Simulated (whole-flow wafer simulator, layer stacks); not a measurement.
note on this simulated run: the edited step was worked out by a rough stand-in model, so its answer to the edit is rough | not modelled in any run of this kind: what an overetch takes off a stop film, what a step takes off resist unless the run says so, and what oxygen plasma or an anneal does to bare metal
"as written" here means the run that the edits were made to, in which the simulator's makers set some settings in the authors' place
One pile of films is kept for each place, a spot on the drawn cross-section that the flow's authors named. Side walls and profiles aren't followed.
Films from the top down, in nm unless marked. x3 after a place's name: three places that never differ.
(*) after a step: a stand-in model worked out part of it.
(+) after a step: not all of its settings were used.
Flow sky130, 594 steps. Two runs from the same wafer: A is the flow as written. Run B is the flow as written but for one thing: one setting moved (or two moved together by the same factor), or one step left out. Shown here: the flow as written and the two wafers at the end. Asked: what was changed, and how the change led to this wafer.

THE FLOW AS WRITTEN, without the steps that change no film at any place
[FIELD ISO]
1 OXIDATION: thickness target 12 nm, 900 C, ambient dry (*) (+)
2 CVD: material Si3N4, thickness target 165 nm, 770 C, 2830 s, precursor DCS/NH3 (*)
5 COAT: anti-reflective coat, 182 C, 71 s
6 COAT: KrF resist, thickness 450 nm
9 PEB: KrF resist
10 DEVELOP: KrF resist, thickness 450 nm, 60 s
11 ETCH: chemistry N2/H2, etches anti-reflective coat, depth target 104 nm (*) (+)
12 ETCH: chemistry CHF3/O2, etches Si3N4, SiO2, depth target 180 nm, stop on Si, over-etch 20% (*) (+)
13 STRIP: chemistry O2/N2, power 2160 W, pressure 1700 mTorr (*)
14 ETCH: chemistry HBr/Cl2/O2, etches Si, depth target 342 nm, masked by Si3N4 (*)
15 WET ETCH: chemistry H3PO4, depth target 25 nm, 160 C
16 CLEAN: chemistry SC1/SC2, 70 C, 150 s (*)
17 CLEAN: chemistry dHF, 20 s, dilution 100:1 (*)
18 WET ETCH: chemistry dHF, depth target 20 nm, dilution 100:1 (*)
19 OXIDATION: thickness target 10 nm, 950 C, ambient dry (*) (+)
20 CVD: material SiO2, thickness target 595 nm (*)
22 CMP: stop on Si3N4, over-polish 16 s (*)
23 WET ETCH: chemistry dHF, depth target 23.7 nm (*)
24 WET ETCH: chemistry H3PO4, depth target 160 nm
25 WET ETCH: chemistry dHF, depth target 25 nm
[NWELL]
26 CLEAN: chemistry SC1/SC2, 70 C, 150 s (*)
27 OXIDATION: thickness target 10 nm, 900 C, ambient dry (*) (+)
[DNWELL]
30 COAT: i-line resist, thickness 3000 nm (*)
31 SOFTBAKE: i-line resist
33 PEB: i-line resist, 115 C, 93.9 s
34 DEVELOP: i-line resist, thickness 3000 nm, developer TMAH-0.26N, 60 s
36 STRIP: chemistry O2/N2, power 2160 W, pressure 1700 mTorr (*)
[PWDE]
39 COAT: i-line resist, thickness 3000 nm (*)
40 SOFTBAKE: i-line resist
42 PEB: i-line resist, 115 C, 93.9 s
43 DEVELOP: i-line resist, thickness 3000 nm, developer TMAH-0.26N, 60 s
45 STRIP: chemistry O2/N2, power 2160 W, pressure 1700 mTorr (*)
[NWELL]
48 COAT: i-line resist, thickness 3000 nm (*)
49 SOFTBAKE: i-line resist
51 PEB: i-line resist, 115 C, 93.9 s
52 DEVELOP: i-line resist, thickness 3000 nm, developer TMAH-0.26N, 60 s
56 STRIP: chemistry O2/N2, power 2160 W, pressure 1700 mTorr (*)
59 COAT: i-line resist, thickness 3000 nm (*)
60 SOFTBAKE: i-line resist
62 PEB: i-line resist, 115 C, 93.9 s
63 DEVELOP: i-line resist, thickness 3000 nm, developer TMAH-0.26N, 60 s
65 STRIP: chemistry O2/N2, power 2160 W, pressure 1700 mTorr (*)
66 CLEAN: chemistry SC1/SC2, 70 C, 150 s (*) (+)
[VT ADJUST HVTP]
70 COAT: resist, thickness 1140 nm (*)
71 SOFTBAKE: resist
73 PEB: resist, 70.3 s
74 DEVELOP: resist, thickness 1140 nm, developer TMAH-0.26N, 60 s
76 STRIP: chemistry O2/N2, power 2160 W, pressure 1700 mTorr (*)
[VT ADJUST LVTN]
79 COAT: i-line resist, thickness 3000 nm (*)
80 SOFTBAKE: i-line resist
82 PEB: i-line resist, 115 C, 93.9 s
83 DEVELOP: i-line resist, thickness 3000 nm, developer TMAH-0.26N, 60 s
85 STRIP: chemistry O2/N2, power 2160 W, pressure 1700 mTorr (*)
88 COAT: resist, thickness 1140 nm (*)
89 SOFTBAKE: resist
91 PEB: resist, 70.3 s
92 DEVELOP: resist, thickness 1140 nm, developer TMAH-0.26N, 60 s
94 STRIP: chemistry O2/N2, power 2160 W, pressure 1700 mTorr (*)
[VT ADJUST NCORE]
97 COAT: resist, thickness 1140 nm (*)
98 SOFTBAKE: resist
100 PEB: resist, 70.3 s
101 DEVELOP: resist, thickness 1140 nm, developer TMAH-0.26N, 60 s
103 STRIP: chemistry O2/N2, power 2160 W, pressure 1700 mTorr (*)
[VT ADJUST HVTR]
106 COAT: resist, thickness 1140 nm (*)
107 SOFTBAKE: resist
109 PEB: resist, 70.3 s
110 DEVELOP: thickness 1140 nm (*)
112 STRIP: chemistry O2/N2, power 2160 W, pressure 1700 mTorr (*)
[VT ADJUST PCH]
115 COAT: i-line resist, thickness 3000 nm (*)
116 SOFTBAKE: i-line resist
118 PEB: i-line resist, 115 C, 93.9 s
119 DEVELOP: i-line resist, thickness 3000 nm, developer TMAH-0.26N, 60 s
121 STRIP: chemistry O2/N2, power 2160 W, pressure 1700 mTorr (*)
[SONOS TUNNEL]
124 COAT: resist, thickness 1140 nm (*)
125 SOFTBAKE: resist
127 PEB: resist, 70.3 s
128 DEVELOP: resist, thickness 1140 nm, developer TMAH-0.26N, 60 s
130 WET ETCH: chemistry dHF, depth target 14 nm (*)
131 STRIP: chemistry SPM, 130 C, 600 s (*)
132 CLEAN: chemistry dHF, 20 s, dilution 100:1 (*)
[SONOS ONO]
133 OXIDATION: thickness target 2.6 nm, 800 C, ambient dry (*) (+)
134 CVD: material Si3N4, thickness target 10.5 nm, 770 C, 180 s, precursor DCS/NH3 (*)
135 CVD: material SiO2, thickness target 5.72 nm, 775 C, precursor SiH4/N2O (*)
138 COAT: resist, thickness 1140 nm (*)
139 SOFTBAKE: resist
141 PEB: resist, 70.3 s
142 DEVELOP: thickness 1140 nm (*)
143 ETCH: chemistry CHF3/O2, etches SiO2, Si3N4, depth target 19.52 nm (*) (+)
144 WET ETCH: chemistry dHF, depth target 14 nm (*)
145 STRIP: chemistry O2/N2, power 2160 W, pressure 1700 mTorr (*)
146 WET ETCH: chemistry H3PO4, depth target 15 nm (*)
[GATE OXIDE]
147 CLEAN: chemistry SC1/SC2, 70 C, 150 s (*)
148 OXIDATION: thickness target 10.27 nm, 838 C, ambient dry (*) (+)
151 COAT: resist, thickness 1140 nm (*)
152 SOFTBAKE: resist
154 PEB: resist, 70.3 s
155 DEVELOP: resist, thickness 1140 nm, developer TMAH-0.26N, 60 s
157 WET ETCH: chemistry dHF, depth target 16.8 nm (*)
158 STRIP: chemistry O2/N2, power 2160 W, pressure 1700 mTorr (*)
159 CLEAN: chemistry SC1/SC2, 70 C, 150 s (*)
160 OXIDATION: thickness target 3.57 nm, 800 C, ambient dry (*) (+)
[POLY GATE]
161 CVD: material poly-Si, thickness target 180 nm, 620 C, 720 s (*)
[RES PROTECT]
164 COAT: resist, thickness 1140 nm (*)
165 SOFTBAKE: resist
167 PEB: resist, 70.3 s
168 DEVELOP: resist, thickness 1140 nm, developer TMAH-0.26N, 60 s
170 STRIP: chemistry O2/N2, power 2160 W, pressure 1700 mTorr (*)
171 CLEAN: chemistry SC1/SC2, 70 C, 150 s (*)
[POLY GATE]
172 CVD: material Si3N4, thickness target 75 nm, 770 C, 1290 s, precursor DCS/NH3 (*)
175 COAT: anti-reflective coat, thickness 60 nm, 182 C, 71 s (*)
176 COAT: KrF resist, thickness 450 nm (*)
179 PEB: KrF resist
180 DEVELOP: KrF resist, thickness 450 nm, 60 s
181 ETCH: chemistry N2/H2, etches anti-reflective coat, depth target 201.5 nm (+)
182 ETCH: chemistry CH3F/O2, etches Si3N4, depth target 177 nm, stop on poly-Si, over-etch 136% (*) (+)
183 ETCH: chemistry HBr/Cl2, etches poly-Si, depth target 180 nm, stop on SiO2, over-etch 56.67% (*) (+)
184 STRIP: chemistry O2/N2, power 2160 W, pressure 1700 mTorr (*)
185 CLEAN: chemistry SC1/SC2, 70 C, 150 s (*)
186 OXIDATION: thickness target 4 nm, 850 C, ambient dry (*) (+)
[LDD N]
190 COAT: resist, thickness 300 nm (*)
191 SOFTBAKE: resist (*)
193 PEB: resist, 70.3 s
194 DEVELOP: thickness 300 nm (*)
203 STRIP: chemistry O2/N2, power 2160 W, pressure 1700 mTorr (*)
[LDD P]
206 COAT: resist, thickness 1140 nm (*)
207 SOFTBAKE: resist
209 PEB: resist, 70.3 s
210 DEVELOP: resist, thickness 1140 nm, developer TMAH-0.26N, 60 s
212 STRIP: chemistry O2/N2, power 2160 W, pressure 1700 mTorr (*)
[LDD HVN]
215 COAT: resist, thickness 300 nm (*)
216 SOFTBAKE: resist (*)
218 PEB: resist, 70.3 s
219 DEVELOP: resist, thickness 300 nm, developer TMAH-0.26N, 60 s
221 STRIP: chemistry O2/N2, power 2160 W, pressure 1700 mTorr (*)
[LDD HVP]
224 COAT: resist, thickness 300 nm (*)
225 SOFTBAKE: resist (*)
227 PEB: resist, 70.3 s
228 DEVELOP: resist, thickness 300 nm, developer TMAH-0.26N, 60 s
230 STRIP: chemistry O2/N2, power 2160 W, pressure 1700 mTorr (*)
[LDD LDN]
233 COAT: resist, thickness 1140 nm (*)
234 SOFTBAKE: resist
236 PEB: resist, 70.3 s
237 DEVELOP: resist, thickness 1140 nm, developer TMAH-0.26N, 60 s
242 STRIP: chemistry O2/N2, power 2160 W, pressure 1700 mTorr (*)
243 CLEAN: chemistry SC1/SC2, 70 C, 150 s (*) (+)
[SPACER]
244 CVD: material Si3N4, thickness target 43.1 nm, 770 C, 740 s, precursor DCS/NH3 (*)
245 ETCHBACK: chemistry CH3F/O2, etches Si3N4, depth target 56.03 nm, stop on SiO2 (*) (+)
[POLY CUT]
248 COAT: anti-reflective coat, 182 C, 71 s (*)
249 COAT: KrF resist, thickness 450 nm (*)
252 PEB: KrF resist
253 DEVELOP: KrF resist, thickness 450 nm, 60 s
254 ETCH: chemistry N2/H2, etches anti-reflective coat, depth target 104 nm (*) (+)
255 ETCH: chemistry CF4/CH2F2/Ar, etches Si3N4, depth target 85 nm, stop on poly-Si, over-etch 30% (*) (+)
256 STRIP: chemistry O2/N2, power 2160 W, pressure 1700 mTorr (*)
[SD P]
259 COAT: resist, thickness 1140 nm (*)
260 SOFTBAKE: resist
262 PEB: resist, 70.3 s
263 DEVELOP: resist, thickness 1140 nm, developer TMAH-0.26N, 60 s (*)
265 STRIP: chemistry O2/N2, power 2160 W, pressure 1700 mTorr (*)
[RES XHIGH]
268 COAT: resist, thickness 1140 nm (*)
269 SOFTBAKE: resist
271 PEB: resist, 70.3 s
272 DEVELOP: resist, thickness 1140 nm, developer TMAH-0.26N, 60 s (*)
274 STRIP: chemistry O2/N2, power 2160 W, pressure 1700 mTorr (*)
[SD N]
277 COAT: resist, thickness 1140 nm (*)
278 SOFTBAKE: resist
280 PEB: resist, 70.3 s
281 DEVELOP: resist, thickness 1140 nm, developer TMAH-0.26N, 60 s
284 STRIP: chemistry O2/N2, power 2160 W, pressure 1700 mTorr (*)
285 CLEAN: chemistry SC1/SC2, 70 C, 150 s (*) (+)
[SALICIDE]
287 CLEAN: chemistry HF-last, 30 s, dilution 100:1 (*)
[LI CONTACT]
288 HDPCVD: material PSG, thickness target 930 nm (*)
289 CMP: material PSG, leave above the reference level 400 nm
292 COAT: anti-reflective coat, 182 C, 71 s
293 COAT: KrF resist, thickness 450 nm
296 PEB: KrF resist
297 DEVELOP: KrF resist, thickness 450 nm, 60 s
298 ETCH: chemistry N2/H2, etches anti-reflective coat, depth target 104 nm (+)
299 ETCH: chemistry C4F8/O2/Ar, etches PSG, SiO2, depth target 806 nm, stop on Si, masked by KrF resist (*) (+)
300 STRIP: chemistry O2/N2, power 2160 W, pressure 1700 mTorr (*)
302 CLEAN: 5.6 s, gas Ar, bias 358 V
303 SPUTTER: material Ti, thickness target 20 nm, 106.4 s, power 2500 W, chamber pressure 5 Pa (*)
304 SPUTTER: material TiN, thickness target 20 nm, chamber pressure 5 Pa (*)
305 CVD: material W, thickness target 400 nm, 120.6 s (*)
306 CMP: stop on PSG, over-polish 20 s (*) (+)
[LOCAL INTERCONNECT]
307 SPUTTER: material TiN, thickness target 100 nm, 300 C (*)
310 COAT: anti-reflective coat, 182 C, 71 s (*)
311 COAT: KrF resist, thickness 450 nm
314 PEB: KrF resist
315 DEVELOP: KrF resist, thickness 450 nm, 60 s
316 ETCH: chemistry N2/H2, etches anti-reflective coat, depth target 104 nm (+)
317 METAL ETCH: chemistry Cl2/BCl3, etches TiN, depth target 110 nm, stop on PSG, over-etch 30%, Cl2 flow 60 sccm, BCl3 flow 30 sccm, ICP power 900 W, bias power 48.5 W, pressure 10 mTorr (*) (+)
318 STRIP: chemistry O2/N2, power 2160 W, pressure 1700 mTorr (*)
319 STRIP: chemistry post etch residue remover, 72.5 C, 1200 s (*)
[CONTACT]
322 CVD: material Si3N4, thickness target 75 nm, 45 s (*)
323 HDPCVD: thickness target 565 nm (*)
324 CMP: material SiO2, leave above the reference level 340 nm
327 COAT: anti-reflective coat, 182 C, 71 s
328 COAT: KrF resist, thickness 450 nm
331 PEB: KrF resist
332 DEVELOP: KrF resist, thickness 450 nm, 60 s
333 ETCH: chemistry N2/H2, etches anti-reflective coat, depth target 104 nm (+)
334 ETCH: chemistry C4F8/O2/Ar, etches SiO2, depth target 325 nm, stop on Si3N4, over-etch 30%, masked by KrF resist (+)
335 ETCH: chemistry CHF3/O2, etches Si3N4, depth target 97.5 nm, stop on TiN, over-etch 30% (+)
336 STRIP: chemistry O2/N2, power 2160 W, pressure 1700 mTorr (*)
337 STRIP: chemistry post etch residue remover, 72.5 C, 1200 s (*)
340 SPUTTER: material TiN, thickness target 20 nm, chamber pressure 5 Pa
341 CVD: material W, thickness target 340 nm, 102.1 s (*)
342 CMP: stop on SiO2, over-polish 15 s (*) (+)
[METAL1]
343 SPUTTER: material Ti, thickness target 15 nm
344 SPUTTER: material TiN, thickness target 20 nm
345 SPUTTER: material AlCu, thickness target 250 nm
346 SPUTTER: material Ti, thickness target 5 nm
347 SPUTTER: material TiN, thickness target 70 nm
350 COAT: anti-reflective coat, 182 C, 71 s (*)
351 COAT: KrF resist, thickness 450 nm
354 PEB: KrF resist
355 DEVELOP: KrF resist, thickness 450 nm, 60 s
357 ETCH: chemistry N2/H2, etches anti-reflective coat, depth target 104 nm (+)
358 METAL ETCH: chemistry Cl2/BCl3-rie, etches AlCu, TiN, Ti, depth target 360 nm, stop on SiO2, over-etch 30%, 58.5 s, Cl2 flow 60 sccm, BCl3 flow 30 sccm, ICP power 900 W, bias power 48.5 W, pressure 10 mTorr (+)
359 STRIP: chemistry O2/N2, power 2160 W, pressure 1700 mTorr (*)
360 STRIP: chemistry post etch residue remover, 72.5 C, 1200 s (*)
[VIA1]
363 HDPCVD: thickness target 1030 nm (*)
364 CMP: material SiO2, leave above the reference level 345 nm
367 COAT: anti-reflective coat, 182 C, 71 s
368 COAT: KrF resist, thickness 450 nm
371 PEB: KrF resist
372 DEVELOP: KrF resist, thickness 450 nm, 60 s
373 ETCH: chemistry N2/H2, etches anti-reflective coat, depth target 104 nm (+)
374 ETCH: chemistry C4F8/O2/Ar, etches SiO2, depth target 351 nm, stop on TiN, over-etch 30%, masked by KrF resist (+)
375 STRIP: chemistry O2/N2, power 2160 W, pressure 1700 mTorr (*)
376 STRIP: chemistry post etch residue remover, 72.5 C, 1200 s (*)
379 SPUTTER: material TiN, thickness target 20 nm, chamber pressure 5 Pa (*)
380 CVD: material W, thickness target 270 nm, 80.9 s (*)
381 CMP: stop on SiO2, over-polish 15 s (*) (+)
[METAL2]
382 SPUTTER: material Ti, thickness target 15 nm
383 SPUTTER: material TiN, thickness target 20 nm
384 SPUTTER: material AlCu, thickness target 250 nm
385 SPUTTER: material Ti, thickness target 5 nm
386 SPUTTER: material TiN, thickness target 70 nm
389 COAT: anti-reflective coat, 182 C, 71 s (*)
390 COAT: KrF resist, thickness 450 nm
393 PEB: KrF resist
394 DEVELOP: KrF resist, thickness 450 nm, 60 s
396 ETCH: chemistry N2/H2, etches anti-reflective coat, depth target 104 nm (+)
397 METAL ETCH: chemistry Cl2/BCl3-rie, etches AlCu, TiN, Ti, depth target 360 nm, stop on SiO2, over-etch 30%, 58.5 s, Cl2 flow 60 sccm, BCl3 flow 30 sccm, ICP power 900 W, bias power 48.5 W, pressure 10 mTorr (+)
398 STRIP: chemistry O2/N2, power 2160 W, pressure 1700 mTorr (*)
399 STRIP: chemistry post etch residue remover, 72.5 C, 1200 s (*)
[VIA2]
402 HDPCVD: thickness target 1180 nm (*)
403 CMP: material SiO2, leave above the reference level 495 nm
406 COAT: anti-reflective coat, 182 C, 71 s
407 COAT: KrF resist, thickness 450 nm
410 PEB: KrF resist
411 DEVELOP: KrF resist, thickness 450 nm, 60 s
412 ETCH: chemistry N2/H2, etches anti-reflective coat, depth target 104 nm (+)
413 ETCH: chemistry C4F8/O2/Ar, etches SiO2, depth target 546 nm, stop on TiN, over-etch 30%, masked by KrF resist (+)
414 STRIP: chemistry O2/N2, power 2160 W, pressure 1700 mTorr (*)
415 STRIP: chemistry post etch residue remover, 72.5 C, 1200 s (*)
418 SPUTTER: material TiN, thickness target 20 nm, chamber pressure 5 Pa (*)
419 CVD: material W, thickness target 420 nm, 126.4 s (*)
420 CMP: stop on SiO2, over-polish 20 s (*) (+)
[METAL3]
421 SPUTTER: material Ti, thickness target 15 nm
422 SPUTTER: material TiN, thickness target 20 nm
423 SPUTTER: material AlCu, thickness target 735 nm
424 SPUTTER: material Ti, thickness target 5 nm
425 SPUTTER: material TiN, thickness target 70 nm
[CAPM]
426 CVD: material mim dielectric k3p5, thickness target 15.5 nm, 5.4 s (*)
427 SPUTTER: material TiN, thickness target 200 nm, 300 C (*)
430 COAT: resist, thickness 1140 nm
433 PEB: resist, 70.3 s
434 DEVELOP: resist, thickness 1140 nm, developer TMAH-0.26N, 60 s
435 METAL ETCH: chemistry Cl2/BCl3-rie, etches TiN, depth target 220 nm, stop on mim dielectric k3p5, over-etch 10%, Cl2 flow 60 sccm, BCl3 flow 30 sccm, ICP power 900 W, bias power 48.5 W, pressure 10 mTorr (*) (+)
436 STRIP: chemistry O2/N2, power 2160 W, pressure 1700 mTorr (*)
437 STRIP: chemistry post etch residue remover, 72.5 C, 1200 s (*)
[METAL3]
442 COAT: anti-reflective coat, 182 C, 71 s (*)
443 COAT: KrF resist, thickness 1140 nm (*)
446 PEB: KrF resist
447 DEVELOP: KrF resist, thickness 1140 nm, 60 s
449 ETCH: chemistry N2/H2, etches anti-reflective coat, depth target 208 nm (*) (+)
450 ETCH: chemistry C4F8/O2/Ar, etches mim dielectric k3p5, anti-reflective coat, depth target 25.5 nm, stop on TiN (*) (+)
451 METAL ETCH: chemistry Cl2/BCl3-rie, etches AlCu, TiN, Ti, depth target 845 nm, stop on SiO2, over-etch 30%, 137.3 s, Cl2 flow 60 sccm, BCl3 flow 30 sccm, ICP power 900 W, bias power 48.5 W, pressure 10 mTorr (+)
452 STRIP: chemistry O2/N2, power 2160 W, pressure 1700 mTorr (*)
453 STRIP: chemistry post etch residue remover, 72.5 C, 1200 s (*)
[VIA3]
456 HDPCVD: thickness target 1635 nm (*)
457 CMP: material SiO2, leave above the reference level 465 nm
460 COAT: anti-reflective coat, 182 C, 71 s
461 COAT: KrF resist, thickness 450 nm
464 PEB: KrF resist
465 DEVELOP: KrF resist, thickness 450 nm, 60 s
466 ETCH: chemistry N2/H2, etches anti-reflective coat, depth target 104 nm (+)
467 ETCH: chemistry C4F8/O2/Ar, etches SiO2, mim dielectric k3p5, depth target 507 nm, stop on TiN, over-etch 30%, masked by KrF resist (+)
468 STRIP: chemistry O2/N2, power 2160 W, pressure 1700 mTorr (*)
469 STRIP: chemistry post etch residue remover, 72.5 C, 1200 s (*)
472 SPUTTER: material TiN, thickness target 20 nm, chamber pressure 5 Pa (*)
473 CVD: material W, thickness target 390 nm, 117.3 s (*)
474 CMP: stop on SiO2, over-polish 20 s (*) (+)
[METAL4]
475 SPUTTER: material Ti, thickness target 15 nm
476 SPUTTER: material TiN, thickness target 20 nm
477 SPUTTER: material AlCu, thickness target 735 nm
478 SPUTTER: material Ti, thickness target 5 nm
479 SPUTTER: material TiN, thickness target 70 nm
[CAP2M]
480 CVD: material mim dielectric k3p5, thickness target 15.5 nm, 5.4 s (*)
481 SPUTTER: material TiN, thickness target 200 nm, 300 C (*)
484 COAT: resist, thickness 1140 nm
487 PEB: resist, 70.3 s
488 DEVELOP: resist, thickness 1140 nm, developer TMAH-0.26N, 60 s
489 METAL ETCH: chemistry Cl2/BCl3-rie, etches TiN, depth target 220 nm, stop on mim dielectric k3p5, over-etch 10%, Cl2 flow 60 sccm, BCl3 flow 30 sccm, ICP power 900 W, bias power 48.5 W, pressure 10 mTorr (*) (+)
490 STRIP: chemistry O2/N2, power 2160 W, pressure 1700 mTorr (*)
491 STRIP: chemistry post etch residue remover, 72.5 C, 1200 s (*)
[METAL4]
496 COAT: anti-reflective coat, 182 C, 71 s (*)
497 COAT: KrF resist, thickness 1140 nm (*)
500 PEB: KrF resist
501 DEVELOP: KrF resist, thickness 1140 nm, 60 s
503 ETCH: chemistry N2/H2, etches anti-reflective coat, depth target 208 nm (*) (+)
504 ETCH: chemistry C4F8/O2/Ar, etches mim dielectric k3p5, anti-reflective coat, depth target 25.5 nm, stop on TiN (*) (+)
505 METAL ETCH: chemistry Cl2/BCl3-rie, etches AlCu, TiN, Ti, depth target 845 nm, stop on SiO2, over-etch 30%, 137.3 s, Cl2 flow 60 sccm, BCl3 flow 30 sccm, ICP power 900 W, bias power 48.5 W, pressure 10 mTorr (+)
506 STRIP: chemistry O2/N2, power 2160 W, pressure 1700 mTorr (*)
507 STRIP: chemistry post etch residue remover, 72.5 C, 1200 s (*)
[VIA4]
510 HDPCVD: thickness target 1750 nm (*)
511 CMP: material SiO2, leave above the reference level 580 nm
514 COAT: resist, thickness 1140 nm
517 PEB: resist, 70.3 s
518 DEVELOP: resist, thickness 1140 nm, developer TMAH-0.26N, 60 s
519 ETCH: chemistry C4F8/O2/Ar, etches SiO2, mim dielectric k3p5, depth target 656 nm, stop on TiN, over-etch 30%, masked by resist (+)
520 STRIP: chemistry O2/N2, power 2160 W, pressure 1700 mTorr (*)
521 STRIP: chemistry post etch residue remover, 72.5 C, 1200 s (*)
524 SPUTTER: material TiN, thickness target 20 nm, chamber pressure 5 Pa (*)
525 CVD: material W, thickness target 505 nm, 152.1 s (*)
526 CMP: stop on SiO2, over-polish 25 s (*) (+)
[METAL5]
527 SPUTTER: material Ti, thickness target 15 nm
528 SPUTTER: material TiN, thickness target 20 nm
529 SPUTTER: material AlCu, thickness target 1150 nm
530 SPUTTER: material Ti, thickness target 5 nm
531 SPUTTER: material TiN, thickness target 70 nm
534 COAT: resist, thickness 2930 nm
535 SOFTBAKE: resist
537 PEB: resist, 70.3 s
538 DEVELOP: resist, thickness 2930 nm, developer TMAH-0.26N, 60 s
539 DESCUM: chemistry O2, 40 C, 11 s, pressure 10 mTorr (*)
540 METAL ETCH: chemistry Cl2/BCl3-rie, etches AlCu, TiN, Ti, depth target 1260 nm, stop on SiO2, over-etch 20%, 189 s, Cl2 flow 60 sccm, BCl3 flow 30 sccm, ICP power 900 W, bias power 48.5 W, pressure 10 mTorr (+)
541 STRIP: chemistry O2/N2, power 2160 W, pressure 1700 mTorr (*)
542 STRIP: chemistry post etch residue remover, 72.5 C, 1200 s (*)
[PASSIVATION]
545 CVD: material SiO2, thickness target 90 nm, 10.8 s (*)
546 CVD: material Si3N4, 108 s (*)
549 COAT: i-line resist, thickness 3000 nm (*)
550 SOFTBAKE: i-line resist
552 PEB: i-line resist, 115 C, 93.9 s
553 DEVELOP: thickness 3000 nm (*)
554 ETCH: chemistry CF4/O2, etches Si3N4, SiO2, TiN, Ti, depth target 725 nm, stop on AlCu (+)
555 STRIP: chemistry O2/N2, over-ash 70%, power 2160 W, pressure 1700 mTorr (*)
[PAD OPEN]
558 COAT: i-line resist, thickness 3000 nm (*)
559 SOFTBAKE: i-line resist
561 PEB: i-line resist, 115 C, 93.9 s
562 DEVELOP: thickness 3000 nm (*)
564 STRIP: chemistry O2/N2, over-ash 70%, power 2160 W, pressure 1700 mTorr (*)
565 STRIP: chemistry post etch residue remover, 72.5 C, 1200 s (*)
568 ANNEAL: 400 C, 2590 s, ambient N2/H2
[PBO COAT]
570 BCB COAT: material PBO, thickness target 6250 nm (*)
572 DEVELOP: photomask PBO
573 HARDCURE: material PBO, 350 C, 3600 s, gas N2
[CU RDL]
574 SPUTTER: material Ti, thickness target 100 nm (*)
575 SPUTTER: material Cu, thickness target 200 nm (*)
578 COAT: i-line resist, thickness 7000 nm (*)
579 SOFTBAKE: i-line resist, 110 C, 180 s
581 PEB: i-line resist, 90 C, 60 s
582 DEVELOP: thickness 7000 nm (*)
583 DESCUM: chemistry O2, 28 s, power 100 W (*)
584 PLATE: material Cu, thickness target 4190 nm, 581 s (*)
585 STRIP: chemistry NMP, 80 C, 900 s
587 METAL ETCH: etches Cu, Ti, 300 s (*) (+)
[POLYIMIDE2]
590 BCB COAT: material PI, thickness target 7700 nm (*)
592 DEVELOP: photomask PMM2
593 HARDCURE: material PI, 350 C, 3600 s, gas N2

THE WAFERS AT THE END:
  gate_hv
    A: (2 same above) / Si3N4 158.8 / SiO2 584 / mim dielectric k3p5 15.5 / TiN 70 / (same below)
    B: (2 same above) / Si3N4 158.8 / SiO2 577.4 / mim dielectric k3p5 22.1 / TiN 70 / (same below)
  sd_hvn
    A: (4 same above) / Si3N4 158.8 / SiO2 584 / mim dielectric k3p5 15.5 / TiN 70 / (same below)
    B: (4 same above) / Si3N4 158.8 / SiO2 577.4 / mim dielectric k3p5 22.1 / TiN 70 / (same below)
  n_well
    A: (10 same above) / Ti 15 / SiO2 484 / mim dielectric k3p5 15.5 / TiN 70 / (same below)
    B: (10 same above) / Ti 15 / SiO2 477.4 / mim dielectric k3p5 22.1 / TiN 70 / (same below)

The cause: step 480, CVD: thickness target 22.1 nm was run, where the flow has thickness target 15.5 nm; step 480, CVD: 7.7 s was run, where the flow has 5.4 s.
It can be read off the wafer: gate_hv has mim dielectric k3p5 22.1, and step 480 as written asks for 15.5 nm.

How the change led to this, step by step:
  480 CVD: material mim dielectric k3p5, thickness target 15.5 nm, 5.4 s (*)
      field, active, n_well and 189 more: A mim dielectric k3p5 +15.5 (new film) | B mim dielectric k3p5 +22.1 (new film)
  504 ETCH: chemistry C4F8/O2/Ar, etches mim dielectric k3p5, anti-reflective coat, depth target 25.5 nm, stop on TiN (*) (+)
      n_well, p_well, gate_hv and 102 more: A KrF resist -15.5 | B KrF resist -17
      field, active, gate and 85 more: A mim dielectric k3p5 -15.5 (all of it) | B mim dielectric k3p5 -22.1 (all of it)
  519 ETCH: chemistry C4F8/O2/Ar, etches SiO2, mim dielectric k3p5, depth target 656 nm, stop on TiN, over-etch 30%, masked by resist (+)
      m1: A SiO2 -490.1 (all of it), mim dielectric k3p5 -15.5 (all of it) | B SiO2 -483.5 (all of it), mim dielectric k3p5 -22.1 (all of it)
      via4_hole: A SiO2 -489.5 (all of it), mim dielectric k3p5 -15.5 (all of it) | B SiO2 -482.9 (all of it), mim dielectric k3p5 -22.1 (all of it)
